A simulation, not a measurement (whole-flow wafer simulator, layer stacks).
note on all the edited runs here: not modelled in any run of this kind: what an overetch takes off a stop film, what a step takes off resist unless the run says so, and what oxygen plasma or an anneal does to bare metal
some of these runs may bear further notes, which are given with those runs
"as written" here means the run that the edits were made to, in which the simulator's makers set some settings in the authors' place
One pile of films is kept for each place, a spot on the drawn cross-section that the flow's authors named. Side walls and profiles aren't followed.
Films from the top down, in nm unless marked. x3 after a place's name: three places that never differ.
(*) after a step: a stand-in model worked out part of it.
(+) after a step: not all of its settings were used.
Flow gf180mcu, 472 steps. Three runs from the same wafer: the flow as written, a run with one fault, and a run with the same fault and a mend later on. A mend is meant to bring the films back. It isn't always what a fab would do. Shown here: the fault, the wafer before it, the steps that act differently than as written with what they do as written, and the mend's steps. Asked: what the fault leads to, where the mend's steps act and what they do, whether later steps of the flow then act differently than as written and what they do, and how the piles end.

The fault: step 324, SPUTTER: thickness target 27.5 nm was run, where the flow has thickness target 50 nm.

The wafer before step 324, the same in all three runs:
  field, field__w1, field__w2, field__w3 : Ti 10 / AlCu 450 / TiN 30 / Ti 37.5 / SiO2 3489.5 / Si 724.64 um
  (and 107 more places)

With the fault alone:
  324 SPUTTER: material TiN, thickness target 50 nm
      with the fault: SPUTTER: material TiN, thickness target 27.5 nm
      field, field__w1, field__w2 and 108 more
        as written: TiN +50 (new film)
        with the fault: TiN +27.5 (new film)
  Later steps of the flow that act differently than as written (2 more steps differ only slightly, by at most 2% or 0.5 nm, whichever is larger, and aren't shown):
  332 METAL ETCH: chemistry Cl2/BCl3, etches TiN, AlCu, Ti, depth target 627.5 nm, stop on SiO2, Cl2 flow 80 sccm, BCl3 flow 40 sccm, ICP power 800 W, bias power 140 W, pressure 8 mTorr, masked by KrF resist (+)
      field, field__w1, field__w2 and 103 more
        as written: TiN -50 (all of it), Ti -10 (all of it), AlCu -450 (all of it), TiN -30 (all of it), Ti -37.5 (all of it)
        with the fault: TiN -27.5 (all of it), Ti -10 (all of it), AlCu -450 (all of it), TiN -30 (all of it), Ti -37.5 (all of it)
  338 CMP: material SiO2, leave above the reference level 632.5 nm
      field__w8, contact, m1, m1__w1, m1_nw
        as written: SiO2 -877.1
        with the fault: SiO2 -854.6
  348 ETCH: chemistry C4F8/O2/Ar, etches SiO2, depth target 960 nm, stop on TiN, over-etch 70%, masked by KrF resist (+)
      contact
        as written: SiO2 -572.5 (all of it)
        with the fault: SiO2 -595 (all of it)
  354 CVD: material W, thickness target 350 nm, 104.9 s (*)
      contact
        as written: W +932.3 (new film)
        with the fault: W +955 (new film)
  At the end the piles differ from the flow's by more than 2% or 0.5 nm, whichever is larger, at field__w8, contact, m1, m1__w1, m1_nw.
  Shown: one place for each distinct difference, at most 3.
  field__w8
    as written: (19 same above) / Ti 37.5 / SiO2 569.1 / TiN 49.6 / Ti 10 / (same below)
    with the fault: (19 same above) / Ti 37.5 / SiO2 591.6 / TiN 27.1 / Ti 10 / (same below)
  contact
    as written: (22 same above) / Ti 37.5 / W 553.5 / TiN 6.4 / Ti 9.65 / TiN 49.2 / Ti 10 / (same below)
    with the fault: (22 same above) / Ti 37.5 / W 576.2 / TiN 6.32 / Ti 9.53 / TiN 26.7 / Ti 10 / (same below)

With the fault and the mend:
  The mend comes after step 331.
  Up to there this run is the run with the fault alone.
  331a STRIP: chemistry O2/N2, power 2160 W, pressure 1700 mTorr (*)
      field__w8, contact, m1, m1__w1, m1_nw
        KrF resist -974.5 (all of it)
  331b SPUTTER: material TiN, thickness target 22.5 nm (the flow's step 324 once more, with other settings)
      field, field__w1, field__w2 and 108 more
        TiN +22.5
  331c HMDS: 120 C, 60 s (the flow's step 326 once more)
      changes no film at any place that is followed
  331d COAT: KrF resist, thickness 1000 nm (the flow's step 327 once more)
      field, field__w1, field__w2 and 108 more
        KrF resist +1000 (new film)
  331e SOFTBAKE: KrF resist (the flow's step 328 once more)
      changes no film at any place that is followed
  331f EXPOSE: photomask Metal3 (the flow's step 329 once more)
      changes no film at any place that is followed
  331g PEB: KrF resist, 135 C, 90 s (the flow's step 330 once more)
      field, field__w1, field__w2 and 108 more
        KrF resist -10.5
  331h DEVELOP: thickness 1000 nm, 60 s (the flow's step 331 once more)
      field, field__w1, field__w2 and 103 more
        KrF resist -989.5 (all of it)
      field__w8, contact, m1, m1__w1, m1_nw
        KrF resist -14.9
  No later step of the flow acts differently than as written at any place that is followed.
  At the end the piles are the same as the flow's at every place that both follow.
